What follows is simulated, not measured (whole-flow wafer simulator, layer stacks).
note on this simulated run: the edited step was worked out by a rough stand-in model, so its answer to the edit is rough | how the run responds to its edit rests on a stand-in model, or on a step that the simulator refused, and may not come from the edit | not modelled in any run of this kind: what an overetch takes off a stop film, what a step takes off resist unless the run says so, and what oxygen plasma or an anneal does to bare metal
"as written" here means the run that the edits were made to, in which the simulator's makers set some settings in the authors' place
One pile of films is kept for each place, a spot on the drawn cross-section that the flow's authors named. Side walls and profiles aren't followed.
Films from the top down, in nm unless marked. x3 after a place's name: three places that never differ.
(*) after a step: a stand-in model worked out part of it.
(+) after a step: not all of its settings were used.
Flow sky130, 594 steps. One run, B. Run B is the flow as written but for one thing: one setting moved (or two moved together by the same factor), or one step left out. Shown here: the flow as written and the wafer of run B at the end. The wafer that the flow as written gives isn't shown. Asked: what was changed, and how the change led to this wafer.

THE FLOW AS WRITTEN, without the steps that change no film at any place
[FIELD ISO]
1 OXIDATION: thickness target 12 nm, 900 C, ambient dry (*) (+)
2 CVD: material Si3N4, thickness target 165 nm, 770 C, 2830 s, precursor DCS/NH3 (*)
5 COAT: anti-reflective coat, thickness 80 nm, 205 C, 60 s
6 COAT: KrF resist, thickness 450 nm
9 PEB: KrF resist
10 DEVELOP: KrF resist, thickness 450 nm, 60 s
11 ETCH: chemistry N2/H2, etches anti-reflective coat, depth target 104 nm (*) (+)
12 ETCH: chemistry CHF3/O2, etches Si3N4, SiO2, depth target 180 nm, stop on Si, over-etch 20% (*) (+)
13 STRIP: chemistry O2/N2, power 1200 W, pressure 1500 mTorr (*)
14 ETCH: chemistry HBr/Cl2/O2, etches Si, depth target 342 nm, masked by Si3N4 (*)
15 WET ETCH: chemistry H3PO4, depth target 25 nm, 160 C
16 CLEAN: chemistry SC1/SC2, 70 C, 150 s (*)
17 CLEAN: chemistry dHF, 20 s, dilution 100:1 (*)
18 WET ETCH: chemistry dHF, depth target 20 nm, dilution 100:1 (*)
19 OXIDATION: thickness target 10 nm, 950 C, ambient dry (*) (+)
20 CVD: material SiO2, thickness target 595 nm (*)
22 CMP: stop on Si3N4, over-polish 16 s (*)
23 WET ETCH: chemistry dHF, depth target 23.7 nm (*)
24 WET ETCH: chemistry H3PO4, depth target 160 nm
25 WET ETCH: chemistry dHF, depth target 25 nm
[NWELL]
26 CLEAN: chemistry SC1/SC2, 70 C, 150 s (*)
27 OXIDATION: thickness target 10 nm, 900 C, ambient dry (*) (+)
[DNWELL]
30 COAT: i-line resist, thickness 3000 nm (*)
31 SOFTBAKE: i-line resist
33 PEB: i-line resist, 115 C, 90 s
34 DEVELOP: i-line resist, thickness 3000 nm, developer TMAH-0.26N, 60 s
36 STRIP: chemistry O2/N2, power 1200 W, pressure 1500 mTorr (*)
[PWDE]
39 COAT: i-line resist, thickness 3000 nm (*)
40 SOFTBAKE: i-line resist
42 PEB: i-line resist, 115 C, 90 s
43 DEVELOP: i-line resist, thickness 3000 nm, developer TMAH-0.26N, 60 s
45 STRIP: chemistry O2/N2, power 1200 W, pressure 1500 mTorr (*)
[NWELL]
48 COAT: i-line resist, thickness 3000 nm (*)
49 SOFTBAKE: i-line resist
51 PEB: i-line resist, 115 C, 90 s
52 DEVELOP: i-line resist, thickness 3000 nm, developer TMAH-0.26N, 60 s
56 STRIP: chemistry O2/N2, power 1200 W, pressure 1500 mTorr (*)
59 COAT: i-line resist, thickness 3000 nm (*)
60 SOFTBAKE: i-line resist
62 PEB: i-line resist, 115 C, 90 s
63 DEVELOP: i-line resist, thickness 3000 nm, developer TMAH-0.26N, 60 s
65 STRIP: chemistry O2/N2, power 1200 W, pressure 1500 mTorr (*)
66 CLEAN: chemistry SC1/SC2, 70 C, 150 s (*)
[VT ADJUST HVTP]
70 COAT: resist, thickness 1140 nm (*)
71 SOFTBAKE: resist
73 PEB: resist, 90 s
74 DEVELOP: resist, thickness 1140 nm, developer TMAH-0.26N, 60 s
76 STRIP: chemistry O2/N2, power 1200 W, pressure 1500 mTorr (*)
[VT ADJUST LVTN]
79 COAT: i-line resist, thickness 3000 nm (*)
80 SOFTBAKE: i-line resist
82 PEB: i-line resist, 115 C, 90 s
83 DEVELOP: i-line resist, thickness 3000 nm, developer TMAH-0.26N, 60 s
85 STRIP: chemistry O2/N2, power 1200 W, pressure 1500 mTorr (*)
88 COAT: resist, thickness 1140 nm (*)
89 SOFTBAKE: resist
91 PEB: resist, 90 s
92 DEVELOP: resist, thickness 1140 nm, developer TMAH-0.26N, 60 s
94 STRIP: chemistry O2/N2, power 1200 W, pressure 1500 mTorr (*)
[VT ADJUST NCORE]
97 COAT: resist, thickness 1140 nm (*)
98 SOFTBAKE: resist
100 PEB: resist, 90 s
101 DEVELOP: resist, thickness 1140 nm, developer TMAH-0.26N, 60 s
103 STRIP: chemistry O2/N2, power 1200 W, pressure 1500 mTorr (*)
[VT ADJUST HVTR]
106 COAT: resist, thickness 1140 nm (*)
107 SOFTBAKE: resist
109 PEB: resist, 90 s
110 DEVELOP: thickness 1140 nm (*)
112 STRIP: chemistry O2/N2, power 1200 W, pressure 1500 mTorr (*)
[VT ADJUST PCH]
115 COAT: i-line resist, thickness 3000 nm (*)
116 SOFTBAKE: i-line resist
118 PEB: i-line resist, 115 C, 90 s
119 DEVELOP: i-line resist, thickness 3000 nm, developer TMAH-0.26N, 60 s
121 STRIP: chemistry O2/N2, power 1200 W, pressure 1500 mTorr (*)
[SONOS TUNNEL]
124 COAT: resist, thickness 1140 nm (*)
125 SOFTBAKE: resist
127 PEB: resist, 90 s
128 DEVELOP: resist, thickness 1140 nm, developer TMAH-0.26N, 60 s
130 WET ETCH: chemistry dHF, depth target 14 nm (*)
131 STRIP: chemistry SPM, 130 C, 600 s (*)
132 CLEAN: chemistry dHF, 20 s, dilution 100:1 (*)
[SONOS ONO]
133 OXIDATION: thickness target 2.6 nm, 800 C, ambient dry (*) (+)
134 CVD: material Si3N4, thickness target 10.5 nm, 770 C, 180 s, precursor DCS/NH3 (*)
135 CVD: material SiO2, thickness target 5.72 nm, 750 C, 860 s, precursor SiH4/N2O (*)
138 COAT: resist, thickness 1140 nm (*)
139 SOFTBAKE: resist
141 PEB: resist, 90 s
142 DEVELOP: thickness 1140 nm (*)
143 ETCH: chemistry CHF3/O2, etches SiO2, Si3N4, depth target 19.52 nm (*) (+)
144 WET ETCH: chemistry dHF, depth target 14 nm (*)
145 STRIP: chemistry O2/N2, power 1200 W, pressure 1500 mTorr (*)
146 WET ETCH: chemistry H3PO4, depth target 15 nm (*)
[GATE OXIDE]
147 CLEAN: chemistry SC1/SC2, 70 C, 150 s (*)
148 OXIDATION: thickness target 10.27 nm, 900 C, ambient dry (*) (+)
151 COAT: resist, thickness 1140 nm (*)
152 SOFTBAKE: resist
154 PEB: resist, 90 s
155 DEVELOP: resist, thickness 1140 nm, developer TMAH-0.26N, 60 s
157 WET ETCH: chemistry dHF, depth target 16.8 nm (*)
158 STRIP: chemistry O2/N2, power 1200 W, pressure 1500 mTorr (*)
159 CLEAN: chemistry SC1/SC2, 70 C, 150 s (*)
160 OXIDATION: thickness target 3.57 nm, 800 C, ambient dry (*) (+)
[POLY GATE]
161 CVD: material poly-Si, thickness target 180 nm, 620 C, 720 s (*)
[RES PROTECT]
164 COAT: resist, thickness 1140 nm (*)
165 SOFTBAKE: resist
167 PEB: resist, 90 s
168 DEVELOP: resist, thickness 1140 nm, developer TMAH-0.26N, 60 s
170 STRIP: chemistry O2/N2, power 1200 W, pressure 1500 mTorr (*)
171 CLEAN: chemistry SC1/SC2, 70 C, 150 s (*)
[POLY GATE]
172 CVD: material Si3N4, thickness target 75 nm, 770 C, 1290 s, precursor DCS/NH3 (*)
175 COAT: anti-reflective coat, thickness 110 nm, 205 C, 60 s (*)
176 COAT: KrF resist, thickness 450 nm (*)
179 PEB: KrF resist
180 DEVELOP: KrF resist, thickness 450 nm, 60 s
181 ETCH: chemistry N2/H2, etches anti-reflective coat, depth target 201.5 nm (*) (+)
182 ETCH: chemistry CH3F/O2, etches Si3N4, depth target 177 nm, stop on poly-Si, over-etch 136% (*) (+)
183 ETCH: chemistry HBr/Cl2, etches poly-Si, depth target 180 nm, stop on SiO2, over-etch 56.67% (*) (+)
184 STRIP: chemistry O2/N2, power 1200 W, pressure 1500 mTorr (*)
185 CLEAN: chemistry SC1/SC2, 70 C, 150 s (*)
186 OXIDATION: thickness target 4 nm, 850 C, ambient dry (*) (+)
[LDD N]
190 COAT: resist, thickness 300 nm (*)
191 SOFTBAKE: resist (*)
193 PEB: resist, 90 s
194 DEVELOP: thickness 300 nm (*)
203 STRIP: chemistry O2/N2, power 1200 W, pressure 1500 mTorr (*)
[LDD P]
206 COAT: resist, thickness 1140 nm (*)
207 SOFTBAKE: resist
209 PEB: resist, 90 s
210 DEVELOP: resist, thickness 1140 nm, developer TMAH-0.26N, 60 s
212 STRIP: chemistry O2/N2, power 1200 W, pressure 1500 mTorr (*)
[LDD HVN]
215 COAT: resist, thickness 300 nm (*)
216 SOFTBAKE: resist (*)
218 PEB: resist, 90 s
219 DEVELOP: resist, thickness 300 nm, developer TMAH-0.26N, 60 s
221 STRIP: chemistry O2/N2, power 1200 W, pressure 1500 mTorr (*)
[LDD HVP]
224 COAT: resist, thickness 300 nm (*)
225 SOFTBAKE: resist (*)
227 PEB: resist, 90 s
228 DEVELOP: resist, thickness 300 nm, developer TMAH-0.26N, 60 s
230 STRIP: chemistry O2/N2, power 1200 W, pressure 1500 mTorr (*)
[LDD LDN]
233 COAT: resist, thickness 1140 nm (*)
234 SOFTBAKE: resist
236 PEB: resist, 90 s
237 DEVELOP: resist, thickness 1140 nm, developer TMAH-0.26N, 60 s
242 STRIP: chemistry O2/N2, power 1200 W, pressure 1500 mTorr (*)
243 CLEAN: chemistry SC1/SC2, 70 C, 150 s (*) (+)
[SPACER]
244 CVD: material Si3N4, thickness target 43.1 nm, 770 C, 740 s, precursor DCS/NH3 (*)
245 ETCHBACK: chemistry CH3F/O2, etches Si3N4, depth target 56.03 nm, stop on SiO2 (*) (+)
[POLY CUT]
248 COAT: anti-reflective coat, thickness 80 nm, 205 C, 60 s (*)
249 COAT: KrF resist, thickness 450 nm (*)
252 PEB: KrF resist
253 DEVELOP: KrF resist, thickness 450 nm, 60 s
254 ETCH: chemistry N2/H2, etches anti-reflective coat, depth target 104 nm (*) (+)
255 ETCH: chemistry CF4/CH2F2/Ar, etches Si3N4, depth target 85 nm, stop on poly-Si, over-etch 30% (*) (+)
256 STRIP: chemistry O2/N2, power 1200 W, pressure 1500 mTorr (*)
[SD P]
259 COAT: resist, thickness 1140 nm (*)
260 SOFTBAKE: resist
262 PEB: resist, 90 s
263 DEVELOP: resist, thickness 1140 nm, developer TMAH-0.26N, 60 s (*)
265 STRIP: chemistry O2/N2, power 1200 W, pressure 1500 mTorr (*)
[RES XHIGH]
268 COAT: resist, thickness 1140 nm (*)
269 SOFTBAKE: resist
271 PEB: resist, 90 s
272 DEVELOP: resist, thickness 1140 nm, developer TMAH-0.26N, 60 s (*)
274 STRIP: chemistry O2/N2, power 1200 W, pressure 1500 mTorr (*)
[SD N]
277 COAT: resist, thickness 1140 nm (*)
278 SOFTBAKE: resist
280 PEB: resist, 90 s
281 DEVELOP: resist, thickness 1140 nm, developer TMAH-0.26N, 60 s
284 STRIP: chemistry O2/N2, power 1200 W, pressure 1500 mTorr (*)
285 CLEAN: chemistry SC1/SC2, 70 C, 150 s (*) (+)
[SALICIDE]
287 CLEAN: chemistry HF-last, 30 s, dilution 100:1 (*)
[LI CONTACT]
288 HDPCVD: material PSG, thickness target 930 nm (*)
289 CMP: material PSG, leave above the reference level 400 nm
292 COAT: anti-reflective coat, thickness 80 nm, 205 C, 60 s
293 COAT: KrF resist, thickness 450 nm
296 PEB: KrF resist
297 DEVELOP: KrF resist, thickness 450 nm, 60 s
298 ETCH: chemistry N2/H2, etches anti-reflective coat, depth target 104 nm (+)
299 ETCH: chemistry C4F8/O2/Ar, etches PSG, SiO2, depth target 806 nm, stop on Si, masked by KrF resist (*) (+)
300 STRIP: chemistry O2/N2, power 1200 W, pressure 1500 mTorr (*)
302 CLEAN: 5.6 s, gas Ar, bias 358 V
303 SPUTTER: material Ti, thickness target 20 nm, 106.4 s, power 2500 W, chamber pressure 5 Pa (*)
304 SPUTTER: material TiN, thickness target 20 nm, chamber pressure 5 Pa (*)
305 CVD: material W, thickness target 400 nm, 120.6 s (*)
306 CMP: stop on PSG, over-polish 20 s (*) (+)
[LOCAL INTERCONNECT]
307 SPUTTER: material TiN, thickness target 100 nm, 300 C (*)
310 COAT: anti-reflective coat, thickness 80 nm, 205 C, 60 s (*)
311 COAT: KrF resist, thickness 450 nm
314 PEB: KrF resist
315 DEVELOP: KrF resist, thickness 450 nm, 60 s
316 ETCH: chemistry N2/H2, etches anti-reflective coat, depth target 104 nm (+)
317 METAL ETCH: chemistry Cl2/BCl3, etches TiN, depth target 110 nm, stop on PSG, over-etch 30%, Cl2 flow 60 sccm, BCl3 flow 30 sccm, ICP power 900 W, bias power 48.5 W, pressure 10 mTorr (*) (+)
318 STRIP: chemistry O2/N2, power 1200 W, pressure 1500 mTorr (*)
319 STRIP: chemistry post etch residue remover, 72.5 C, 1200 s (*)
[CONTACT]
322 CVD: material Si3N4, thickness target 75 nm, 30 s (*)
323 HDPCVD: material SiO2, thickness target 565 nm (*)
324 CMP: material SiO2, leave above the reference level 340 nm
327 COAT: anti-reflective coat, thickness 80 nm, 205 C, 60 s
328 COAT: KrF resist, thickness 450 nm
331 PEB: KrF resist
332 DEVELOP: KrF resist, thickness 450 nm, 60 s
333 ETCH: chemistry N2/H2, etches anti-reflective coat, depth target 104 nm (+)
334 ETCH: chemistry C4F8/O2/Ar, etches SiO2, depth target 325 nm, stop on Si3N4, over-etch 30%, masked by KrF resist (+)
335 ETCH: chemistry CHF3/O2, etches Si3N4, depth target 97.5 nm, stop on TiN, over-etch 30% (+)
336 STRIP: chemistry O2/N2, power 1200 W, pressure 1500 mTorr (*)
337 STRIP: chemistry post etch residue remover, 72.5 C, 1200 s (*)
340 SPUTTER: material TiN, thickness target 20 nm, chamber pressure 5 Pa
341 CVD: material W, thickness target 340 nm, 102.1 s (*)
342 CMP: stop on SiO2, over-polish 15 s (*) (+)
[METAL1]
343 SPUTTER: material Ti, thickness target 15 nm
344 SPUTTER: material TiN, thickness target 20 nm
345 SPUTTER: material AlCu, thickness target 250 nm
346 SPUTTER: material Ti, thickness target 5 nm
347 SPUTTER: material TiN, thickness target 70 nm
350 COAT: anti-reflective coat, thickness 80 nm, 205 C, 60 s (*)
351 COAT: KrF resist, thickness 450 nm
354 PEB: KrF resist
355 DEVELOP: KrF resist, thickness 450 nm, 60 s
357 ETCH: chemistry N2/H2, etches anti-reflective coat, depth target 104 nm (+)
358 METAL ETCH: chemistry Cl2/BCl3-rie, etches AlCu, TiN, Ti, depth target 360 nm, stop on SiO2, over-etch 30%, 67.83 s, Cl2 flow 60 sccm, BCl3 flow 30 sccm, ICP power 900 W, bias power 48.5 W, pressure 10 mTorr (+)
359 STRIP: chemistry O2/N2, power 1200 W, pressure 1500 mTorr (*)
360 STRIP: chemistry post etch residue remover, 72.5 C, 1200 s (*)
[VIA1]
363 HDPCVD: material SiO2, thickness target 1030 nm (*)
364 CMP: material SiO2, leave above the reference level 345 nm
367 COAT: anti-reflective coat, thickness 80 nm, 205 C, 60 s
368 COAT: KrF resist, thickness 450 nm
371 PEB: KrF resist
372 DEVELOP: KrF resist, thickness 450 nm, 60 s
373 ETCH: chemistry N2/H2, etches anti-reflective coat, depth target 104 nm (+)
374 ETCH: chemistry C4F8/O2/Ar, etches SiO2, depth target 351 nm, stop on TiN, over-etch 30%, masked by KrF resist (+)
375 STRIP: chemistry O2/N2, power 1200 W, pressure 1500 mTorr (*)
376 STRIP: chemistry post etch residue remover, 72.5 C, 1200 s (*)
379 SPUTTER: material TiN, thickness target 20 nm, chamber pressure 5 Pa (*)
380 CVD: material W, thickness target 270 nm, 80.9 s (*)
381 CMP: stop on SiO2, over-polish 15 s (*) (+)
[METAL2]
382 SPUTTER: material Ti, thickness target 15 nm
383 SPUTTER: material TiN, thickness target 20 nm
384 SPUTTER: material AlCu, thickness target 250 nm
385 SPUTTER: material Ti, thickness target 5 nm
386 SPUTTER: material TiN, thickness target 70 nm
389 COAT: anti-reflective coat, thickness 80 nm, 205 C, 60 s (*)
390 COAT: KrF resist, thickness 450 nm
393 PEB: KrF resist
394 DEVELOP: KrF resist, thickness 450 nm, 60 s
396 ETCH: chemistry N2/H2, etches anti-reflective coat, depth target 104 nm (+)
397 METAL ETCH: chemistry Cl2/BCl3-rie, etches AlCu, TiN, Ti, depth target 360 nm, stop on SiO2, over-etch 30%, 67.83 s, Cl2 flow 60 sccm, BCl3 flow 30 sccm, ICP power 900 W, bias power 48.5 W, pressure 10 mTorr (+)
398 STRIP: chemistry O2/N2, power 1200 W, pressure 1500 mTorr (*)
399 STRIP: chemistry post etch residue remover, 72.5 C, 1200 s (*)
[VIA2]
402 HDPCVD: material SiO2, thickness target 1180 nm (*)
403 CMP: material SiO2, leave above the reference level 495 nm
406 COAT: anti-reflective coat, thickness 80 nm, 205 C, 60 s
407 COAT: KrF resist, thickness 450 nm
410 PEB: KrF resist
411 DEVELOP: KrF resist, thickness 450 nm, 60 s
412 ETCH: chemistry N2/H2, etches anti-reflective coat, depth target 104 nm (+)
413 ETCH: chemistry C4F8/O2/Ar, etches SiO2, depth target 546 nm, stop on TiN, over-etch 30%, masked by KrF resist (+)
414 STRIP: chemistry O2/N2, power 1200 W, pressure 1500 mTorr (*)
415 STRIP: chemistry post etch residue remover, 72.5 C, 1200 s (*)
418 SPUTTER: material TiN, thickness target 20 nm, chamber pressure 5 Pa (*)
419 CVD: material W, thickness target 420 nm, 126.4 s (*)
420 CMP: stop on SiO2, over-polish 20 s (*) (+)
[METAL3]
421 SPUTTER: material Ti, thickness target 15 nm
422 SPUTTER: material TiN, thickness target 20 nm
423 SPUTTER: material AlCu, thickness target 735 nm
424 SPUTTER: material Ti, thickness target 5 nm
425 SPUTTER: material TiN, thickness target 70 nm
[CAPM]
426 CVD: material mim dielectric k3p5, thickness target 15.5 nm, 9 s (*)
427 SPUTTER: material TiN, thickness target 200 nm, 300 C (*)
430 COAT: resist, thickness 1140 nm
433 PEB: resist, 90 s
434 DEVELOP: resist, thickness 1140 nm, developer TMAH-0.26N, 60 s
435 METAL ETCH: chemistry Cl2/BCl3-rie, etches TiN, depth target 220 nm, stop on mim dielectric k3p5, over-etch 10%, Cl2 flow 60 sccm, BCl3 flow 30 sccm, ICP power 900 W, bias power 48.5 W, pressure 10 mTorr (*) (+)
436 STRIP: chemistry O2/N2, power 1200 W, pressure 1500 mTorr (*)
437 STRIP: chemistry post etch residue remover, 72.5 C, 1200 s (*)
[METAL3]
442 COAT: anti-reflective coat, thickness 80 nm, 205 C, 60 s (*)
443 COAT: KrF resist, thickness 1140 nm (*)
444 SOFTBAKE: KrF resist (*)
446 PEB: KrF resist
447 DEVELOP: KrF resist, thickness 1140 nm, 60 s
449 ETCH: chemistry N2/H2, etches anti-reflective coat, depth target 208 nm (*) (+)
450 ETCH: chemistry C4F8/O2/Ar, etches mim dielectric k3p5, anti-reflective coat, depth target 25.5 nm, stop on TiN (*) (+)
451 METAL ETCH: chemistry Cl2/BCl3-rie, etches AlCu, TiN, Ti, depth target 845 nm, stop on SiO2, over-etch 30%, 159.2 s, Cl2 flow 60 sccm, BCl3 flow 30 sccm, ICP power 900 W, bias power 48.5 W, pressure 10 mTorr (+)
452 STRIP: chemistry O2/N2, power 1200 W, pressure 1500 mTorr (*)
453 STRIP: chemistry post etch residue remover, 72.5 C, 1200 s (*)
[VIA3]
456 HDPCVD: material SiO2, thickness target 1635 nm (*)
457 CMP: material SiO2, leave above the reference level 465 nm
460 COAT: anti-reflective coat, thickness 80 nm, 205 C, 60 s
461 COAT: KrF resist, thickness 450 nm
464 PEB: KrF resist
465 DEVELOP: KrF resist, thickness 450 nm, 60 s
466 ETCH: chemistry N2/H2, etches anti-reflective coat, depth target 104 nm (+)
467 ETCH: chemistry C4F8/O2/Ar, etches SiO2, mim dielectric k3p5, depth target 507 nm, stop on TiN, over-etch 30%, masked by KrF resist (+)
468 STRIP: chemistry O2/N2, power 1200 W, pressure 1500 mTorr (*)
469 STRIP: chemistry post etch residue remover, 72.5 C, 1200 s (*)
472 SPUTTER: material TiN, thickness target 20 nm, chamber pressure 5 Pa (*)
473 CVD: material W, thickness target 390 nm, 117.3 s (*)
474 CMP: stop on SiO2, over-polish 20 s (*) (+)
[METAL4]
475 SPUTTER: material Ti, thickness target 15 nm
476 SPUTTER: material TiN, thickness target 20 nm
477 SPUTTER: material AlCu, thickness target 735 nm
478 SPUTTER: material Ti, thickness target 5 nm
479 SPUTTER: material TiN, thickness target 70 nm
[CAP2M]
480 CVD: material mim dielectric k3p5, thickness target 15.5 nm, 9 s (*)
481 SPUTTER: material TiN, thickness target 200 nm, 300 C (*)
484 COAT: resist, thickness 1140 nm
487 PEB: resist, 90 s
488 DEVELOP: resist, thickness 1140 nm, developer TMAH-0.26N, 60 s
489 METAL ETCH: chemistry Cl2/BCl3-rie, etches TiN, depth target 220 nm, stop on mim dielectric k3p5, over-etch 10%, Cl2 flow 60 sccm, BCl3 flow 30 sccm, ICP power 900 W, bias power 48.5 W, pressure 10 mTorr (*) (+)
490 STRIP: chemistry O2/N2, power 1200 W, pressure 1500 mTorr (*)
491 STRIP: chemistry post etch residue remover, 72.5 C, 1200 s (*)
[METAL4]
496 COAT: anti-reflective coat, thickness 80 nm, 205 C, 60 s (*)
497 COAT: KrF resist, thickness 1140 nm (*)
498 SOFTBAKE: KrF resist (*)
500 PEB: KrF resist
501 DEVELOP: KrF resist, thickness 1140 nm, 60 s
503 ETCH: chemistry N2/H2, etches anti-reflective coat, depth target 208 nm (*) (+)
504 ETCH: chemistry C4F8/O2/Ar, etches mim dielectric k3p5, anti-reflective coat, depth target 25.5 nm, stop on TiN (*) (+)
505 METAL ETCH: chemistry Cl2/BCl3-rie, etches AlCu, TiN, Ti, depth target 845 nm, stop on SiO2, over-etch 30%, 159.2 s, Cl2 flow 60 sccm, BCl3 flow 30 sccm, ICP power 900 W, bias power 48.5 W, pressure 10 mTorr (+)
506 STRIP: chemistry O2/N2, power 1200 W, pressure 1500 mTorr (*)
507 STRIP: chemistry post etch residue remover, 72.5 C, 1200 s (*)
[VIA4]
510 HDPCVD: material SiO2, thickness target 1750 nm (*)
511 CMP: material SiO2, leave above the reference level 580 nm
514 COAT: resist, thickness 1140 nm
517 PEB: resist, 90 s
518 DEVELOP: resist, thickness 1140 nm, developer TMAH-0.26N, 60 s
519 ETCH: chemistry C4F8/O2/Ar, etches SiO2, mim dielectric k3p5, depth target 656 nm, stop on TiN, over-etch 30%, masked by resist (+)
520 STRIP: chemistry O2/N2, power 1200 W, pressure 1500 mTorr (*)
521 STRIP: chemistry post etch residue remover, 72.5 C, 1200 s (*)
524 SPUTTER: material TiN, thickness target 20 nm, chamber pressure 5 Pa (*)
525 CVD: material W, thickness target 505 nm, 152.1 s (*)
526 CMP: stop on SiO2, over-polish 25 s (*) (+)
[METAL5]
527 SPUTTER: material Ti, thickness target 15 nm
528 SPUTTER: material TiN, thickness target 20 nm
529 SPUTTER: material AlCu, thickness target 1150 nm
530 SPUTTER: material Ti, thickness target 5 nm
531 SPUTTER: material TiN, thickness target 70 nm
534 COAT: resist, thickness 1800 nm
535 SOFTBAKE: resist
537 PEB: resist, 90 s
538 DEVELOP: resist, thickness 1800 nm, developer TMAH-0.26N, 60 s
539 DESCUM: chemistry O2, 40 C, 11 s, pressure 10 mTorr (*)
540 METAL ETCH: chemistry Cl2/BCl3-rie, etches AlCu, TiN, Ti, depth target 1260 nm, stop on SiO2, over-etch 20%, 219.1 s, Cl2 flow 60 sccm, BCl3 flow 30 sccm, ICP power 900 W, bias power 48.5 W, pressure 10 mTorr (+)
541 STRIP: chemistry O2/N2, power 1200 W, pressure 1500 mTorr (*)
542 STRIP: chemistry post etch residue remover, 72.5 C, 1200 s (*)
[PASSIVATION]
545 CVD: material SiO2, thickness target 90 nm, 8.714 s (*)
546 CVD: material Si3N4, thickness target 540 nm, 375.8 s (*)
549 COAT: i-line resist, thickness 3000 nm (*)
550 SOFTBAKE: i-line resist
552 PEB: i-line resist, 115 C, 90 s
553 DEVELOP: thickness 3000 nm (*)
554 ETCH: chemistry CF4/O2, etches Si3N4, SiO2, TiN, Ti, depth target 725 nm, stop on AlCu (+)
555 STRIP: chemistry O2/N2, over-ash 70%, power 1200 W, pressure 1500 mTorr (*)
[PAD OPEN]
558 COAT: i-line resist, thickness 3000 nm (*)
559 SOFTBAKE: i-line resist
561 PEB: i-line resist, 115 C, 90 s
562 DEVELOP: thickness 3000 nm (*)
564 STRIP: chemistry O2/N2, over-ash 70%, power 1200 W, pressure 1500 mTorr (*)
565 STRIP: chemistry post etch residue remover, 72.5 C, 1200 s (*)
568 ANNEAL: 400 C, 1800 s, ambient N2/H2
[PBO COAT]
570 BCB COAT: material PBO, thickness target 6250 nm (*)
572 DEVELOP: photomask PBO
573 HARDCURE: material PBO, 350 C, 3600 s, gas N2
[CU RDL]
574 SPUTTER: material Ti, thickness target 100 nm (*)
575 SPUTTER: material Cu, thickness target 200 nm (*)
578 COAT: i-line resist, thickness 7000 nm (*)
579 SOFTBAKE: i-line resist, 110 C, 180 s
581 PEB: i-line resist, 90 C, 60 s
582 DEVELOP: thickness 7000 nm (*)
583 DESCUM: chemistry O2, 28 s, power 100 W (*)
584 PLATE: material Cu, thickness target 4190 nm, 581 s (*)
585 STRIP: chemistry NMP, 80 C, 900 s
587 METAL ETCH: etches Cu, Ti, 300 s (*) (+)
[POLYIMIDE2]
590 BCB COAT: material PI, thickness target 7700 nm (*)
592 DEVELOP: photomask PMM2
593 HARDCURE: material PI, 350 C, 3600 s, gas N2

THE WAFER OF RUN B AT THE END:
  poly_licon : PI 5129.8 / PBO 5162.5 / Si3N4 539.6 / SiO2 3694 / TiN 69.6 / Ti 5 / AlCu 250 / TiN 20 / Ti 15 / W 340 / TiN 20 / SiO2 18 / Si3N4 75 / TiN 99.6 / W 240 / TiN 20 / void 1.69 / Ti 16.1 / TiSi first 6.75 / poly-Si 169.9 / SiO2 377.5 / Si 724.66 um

The cause: step 305, CVD: thickness target 240 nm was run, where the flow has thickness target 400 nm.

How the change led to this, step by step:
  305 CVD: material W, thickness target 400 nm, 120.6 s (*)
      field, active, n_well and 185 more: W +240 (new film) (as written it would be: W +400 (new film))
      ndiff_licon: W +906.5 (new film) (as written it would be: W +1066.5 (new film))
      (and at 2 more places)
  306 CMP: stop on PSG, over-polish 20 s (*) (+)
      poly_licon: nothing (as written it would be: W -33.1)
      field, active, n_well and 184 more: W -240 (all of it), TiN -20 (all of it), Ti -20 (all of it), PSG -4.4 (as written it would be: W -400 (all of it), TiN -20 (all of it), Ti -20 (all of it), PSG -4.4)
      (and at 3 more places)
  310 COAT: anti-reflective coat, thickness 80 nm, 205 C, 60 s (*)
      poly_licon: anti-reflective coat +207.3 (new film) (as written it would be: anti-reflective coat +80.4 (new film))
  318 STRIP: chemistry O2/N2, power 1200 W, pressure 1500 mTorr (*)
      poly_licon: KrF resist -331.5 (all of it), anti-reflective coat -207.3 (all of it) (as written it would be: KrF resist -331.5 (all of it), anti-reflective coat -80.4 (all of it))
  324 CMP: material SiO2, leave above the reference level 340 nm
      poly_licon: SiO2 -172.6 (as written it would be: SiO2 -299.5)
  334 ETCH: chemistry C4F8/O2/Ar, etches SiO2, depth target 325 nm, stop on Si3N4, over-etch 30%, masked by KrF resist (+)
      poly_licon: SiO2 -325 (as written it would be: SiO2 -264.9 (all of it))
  335 ETCH: chemistry CHF3/O2, etches Si3N4, depth target 97.5 nm, stop on TiN, over-etch 30% (+)
      poly_licon: SiO2 -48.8 (as written it would be: Si3N4 -75 (all of it))
  340 SPUTTER: material TiN, thickness target 20 nm, chamber pressure 5 Pa
      poly_licon: TiN +20 (new film) (as written it would be: TiN +20)
  342 CMP: stop on SiO2, over-polish 15 s (*) (+)
      poly_licon: nothing (as written it would be: W -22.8)
  350 COAT: anti-reflective coat, thickness 80 nm, 205 C, 60 s (*)
      poly_licon: anti-reflective coat +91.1 (new film) (as written it would be: anti-reflective coat +80.4 (new film))
  359 STRIP: chemistry O2/N2, power 1200 W, pressure 1500 mTorr (*)
      poly_licon: KrF resist -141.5 (all of it), anti-reflective coat -91.1 (all of it) (as written it would be: KrF resist -141.5 (all of it), anti-reflective coat -80.4 (all of it))
Counting metal films that touch as one body, poly_licon has 3 bodies (between them, from the top down: SiO2 18 / Si3N4 75; void 1.69); the flow as written gives 2 bodies (between them, from the top down: void 1.69).
